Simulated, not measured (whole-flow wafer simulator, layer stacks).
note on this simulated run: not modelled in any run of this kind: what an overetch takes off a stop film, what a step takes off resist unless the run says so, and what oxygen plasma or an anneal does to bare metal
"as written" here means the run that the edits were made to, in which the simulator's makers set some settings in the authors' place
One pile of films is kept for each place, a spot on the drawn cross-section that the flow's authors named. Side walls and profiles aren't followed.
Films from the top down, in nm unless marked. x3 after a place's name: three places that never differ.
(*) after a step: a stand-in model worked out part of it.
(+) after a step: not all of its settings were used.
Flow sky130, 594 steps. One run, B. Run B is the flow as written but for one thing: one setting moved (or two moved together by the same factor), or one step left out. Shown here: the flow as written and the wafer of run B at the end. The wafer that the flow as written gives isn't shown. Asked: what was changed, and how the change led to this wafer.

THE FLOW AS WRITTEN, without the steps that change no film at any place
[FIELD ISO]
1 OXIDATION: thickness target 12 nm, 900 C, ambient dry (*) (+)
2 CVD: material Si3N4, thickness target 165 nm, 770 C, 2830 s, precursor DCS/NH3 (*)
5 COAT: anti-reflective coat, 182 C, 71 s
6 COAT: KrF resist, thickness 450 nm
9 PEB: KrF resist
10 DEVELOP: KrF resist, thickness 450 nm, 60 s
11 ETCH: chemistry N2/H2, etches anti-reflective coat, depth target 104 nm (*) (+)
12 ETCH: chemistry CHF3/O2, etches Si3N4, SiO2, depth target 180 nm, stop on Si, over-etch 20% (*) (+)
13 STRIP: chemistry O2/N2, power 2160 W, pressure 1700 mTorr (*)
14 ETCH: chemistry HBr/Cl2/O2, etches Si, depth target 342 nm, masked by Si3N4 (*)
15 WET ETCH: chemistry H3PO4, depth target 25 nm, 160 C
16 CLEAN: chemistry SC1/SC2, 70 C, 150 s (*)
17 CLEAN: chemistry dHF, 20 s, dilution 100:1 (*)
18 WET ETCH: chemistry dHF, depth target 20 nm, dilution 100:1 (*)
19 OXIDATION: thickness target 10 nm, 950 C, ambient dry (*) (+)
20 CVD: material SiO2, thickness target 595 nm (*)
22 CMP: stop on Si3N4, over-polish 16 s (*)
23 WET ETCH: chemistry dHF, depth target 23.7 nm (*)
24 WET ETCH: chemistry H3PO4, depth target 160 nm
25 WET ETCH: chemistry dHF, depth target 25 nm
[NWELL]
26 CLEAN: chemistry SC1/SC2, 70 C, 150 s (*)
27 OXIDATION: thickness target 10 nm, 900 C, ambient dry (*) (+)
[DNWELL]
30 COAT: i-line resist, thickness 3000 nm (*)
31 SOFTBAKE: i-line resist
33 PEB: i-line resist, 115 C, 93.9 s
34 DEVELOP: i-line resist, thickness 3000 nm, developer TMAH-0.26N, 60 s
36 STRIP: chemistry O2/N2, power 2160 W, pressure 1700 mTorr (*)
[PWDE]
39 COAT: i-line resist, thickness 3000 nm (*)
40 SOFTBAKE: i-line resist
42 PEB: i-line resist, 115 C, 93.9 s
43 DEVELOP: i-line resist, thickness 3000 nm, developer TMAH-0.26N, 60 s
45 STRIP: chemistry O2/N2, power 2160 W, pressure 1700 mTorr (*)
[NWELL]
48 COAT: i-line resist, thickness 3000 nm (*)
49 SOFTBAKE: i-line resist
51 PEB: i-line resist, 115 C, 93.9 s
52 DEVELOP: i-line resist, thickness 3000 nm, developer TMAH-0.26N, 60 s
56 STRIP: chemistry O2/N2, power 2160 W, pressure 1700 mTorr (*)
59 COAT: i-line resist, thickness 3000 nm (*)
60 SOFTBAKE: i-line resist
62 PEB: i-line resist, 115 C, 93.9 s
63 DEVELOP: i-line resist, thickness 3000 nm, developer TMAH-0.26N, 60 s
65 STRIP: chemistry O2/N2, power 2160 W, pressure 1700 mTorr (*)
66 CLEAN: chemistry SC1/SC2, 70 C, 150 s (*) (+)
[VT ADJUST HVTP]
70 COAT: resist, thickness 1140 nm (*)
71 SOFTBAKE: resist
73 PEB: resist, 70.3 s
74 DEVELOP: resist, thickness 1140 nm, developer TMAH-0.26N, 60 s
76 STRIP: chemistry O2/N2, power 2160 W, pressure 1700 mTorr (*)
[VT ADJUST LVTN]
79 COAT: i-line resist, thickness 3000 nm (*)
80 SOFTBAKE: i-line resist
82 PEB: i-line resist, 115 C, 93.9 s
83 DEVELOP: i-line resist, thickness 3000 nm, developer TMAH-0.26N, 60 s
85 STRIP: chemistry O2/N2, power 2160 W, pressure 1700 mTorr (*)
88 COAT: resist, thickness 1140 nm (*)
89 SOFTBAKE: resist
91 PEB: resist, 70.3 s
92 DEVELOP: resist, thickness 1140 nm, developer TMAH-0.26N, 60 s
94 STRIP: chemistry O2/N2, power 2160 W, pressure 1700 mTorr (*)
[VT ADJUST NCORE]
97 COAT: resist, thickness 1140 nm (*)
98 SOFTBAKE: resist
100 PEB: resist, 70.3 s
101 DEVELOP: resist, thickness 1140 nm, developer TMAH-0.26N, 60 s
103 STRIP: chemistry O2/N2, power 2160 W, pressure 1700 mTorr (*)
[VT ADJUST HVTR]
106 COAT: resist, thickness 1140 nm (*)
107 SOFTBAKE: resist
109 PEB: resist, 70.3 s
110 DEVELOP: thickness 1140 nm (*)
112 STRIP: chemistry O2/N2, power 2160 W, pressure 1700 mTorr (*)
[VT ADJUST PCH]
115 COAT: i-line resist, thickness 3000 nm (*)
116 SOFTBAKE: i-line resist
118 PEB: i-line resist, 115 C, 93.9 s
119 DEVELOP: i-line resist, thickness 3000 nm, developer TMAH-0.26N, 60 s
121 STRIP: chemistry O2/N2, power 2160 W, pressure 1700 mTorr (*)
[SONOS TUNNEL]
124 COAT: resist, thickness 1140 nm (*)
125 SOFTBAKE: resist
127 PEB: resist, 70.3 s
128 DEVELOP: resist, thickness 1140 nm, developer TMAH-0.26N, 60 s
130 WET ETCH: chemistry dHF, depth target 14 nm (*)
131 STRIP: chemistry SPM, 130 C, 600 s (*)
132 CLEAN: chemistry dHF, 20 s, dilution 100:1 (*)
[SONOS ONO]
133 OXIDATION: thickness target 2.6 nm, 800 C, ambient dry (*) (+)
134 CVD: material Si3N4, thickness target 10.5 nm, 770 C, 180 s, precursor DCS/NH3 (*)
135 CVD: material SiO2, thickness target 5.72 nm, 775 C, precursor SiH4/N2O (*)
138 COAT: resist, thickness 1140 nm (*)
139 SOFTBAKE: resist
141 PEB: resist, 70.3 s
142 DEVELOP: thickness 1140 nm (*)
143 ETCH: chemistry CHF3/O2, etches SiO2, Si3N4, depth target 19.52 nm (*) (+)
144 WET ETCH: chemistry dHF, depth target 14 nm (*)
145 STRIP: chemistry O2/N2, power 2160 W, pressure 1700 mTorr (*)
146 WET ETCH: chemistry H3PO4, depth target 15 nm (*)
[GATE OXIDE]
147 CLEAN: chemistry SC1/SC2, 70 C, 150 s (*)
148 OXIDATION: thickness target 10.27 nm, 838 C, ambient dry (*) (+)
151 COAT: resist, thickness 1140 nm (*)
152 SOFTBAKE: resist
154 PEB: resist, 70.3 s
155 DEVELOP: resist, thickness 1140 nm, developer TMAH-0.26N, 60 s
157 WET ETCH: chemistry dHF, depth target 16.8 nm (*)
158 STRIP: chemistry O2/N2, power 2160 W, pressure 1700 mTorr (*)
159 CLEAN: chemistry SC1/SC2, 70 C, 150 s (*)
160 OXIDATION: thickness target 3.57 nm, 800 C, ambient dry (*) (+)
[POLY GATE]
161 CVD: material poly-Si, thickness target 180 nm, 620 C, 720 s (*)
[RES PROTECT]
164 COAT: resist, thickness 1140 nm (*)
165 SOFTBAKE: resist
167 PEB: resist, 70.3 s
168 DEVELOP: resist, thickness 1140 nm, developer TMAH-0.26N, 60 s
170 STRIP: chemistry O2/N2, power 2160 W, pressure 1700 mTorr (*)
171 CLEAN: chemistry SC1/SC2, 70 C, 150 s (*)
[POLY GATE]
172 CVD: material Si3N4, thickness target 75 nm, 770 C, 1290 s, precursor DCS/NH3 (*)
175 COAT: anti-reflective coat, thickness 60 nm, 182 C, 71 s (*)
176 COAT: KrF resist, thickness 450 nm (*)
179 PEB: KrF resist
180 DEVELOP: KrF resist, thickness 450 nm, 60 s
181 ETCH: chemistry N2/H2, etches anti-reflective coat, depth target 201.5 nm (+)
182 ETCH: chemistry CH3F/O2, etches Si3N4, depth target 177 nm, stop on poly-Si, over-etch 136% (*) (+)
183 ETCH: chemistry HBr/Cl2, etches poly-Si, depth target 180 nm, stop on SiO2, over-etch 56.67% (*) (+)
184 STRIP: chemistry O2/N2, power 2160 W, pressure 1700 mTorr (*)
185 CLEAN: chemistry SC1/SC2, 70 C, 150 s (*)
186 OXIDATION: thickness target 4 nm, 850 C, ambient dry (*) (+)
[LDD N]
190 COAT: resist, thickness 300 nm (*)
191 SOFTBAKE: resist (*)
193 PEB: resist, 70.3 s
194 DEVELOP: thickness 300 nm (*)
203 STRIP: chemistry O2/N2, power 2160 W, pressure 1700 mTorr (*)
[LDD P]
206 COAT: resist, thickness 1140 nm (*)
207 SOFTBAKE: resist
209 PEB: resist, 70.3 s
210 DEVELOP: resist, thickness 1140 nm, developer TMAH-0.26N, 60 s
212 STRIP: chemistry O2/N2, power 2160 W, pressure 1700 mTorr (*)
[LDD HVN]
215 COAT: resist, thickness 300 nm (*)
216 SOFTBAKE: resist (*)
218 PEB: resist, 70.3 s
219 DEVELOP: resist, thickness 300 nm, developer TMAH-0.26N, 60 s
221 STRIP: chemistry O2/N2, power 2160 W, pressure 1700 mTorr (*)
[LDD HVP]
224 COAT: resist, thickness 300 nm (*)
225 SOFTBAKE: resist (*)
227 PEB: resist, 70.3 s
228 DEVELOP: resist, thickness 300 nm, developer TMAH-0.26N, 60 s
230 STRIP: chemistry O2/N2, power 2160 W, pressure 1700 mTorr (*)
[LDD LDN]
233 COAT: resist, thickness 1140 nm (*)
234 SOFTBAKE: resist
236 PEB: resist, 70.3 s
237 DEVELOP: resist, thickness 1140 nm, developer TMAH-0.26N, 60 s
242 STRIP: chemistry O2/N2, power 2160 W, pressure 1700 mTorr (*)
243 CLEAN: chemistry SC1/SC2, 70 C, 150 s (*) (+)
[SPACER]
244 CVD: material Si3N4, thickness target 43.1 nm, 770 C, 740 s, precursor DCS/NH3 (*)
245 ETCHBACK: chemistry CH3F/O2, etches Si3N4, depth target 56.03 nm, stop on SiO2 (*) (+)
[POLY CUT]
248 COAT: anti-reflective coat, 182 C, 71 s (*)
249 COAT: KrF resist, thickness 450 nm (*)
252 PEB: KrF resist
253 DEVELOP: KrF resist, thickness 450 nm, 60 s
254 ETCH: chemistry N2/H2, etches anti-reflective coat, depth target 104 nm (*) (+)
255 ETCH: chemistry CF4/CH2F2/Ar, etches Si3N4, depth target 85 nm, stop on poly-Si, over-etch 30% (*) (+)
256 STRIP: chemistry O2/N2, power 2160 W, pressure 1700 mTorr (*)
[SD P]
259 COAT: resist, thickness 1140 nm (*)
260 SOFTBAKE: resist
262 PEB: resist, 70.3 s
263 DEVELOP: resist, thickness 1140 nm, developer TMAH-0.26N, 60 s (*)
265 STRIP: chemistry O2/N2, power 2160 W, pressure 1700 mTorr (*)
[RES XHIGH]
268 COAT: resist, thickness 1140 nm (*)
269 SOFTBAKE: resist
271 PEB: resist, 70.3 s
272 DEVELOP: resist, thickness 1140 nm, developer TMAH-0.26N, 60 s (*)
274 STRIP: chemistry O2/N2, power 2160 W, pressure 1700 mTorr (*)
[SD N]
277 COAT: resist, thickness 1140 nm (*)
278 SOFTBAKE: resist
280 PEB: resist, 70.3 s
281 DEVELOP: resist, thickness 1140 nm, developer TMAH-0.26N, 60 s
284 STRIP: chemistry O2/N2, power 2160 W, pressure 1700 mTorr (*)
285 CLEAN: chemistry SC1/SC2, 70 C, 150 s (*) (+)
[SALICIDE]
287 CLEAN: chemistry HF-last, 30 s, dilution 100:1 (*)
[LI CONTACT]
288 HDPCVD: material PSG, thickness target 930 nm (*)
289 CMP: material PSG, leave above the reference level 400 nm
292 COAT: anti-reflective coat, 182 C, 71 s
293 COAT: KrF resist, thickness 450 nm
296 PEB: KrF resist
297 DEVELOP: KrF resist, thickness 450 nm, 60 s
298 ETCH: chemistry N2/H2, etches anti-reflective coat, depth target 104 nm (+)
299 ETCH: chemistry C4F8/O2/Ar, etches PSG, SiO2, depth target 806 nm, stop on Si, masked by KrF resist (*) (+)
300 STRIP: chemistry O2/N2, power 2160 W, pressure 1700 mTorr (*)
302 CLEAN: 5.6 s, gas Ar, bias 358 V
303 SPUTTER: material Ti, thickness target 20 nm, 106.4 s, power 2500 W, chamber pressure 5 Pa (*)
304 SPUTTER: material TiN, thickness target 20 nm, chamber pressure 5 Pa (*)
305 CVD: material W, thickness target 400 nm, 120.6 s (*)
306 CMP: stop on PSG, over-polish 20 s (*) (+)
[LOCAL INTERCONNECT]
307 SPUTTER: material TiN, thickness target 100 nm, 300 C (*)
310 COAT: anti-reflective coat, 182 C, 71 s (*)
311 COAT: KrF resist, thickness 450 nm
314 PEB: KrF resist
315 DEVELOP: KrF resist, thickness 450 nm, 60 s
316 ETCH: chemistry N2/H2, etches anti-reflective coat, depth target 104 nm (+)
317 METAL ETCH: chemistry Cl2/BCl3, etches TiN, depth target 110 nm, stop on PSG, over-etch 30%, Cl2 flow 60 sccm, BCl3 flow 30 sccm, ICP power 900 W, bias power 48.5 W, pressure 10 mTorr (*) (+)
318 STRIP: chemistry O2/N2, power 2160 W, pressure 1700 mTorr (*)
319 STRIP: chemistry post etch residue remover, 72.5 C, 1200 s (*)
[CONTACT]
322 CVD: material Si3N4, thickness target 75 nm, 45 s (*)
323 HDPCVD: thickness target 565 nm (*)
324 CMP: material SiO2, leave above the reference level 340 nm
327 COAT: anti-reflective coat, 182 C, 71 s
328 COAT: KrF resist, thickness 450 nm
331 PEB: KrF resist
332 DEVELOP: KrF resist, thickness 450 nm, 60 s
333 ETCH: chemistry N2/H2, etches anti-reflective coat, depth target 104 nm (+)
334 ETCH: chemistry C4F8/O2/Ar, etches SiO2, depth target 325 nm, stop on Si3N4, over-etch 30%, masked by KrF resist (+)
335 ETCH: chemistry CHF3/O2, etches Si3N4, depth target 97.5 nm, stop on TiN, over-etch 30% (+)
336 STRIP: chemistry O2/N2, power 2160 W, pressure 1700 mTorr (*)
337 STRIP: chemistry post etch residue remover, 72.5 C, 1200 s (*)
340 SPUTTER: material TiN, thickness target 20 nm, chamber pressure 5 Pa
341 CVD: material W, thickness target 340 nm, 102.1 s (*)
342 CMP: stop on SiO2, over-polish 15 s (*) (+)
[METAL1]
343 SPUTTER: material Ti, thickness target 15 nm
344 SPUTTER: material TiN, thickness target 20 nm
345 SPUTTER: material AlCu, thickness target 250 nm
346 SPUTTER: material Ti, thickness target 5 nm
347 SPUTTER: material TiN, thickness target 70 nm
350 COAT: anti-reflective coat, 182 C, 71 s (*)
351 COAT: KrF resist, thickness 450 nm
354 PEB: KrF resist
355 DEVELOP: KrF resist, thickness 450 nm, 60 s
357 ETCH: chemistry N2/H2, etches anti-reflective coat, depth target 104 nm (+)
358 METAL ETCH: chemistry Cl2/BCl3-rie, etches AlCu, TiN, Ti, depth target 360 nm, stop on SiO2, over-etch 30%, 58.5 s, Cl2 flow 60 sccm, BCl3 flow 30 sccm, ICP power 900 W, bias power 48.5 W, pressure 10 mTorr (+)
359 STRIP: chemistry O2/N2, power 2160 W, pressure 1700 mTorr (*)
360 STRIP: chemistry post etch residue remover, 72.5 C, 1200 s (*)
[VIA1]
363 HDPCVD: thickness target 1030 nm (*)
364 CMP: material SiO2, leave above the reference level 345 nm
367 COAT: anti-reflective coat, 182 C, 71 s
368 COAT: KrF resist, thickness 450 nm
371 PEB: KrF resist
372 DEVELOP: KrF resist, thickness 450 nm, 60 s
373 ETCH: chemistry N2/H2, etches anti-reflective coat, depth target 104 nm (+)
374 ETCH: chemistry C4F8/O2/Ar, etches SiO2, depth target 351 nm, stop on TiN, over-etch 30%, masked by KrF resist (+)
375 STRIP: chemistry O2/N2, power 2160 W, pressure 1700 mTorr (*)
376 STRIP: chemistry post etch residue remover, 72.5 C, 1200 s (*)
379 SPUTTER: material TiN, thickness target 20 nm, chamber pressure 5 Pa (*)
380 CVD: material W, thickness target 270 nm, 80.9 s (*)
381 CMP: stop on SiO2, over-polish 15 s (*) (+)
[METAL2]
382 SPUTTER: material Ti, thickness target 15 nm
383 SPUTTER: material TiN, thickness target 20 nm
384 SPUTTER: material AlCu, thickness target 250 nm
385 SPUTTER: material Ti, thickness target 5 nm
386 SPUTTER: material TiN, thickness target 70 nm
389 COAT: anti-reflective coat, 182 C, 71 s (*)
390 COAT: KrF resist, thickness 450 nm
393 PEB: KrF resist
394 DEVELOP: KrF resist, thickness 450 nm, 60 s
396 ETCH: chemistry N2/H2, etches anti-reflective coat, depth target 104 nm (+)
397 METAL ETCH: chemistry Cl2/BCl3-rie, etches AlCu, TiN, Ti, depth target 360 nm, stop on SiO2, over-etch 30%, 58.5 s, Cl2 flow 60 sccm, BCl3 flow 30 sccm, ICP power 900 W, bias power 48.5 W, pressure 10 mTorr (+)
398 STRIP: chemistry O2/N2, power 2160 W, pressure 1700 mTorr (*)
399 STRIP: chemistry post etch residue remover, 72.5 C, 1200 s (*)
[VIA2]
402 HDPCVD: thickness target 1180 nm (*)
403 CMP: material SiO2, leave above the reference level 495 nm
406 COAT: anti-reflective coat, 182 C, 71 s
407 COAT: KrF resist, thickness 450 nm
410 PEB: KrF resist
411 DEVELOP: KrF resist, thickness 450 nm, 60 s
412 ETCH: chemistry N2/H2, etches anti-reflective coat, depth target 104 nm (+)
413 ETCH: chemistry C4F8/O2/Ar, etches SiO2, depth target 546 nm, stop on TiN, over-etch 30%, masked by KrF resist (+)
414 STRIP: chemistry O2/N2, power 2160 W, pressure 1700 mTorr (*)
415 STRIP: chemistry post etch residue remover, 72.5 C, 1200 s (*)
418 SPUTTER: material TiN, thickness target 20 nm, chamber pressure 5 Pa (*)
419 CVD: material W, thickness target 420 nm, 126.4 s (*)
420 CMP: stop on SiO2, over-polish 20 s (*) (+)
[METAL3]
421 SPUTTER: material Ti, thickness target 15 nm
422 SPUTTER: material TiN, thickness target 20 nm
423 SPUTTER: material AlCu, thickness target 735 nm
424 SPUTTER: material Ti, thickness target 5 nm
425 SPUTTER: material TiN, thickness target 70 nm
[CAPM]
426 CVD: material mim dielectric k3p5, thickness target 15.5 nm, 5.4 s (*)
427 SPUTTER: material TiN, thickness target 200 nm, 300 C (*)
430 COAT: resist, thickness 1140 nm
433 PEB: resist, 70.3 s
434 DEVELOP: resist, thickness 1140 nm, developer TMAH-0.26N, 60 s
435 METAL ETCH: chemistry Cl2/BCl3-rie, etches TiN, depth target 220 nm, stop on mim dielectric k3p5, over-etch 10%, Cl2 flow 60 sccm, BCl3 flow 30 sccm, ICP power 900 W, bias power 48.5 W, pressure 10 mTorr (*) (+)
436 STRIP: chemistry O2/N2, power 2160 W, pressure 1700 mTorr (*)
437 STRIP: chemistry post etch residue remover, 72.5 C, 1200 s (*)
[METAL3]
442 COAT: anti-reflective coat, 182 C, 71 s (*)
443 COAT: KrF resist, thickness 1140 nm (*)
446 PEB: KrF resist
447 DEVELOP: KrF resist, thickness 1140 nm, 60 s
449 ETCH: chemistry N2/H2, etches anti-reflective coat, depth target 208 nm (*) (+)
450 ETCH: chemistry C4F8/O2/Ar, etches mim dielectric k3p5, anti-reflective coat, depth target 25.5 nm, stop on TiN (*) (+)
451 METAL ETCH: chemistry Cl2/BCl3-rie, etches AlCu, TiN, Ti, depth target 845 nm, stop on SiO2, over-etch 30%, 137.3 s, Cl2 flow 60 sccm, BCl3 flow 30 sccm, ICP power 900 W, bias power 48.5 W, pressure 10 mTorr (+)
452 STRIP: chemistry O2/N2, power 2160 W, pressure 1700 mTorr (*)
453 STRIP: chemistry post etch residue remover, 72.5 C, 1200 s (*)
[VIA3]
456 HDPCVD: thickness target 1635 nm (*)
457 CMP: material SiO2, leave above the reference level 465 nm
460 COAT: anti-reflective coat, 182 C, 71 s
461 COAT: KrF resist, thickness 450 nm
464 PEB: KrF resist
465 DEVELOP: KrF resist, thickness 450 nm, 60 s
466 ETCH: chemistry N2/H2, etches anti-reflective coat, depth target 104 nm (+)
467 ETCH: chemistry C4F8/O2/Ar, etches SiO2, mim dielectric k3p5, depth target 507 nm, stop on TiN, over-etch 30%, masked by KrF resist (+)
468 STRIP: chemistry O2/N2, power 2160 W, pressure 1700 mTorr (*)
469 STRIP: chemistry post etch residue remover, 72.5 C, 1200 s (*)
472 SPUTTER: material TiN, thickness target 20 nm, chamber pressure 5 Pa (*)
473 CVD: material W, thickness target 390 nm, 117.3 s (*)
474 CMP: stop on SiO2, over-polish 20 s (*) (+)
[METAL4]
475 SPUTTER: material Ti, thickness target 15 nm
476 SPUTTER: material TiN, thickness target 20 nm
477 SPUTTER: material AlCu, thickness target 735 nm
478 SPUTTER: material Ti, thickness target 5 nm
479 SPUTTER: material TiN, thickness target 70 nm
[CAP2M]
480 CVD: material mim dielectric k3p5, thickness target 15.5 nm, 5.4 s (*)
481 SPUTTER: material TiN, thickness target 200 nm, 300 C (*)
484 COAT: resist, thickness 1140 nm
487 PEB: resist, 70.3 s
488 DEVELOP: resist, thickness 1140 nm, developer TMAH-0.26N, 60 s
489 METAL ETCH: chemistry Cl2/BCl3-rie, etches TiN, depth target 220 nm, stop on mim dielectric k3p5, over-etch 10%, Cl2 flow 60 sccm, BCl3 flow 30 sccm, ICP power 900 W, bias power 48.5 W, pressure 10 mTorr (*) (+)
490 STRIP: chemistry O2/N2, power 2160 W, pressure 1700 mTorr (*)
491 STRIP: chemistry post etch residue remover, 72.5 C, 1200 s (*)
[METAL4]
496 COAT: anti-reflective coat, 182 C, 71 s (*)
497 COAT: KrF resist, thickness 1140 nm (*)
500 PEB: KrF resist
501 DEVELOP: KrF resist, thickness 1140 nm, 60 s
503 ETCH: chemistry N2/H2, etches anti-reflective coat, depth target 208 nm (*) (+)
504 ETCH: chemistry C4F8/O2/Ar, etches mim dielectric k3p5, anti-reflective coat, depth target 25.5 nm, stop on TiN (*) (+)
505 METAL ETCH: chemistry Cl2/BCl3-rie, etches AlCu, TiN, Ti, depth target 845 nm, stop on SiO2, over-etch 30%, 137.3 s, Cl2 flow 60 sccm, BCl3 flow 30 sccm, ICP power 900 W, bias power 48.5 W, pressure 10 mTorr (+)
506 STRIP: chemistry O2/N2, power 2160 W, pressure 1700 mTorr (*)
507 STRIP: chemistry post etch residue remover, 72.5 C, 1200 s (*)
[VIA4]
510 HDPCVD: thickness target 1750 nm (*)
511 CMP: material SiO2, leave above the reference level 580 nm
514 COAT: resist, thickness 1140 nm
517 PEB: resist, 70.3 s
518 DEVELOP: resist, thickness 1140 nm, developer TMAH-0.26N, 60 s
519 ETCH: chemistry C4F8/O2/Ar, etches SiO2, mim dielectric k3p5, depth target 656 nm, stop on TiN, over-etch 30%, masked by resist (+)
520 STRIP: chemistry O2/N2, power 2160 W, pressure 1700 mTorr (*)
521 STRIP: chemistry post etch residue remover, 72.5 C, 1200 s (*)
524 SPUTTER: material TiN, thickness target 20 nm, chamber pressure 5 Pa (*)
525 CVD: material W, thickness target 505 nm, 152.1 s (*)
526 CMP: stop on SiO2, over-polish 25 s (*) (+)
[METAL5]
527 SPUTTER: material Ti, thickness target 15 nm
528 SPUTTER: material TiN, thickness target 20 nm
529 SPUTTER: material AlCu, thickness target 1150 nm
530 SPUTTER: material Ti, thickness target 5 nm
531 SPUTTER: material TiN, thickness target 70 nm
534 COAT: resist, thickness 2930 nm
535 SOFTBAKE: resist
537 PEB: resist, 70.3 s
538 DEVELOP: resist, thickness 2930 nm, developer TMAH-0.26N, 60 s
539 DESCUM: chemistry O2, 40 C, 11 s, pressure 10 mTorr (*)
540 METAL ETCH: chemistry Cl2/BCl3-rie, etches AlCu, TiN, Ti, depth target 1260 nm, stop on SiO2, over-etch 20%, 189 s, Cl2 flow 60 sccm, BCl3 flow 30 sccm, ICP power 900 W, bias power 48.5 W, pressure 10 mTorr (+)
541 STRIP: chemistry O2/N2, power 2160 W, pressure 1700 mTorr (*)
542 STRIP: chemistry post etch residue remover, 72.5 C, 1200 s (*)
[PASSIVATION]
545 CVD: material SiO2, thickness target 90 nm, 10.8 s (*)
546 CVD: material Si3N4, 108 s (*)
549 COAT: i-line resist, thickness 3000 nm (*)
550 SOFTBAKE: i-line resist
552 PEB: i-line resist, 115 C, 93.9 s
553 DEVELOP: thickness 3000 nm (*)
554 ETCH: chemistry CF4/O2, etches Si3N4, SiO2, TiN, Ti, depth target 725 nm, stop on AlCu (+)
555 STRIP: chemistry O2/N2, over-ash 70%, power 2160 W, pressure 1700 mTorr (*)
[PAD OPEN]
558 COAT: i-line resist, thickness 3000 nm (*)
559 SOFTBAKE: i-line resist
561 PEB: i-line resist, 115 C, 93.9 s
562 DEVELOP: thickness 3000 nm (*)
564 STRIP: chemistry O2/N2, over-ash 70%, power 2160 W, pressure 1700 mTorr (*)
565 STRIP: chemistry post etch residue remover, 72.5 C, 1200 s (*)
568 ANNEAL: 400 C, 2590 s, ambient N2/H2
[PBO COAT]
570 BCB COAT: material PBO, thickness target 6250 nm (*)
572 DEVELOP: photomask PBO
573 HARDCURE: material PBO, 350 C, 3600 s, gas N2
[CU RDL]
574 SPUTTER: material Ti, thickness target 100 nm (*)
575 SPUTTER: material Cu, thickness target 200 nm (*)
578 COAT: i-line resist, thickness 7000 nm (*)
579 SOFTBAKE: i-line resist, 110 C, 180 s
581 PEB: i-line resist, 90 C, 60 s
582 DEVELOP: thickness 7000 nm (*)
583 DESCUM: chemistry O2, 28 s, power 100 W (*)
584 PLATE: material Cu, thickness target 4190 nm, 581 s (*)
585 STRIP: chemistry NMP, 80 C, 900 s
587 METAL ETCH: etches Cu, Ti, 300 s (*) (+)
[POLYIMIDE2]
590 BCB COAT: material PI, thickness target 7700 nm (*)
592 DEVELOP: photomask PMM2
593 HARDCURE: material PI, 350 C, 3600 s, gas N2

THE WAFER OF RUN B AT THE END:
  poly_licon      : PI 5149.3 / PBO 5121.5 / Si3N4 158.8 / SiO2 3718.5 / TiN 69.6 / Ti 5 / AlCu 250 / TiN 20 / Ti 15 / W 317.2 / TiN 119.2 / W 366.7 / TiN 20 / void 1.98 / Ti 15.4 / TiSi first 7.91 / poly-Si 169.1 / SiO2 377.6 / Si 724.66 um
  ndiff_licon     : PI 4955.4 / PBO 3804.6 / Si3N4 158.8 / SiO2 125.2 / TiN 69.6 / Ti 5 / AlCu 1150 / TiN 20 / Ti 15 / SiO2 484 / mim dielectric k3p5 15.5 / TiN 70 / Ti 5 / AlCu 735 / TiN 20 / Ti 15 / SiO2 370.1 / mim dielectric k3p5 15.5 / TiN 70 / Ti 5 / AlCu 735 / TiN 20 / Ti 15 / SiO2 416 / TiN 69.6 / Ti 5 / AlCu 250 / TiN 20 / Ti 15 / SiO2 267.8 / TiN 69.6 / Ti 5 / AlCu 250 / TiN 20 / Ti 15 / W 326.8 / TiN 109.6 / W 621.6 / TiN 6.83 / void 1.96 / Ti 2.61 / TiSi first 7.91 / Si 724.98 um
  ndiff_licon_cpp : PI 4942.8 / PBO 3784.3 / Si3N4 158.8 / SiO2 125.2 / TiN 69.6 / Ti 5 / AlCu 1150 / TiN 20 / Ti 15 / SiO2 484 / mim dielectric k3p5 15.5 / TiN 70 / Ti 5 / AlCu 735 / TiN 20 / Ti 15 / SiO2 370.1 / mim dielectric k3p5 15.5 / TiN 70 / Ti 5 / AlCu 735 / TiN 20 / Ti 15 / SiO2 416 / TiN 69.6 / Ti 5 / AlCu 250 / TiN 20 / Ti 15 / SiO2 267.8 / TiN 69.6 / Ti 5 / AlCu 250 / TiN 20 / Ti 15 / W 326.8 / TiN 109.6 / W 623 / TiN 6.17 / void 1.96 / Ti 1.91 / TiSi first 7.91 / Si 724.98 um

The cause: step 593, HARDCURE: 376 C was run, where the flow has 350 C.

How the change led to this, step by step:
  593 HARDCURE: material PI, 350 C, 3600 s, gas N2
      poly_licon, rpo_hd_licon: PI -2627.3, void +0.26, Ti -0.6, TiSi first +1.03, poly-Si -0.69 (as written it would be: PI -2627.3, void +0.07, Ti -0.17, TiSi first +0.28, poly-Si -0.19)
      ndiff_licon: PI -2692.9, void +0.26, Ti -0.6, TiSi first +1.03, Si -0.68 (as written it would be: PI -2692.9, void +0.07, Ti -0.17, TiSi first +0.28, Si -0.19)
      (and at 1 more place)
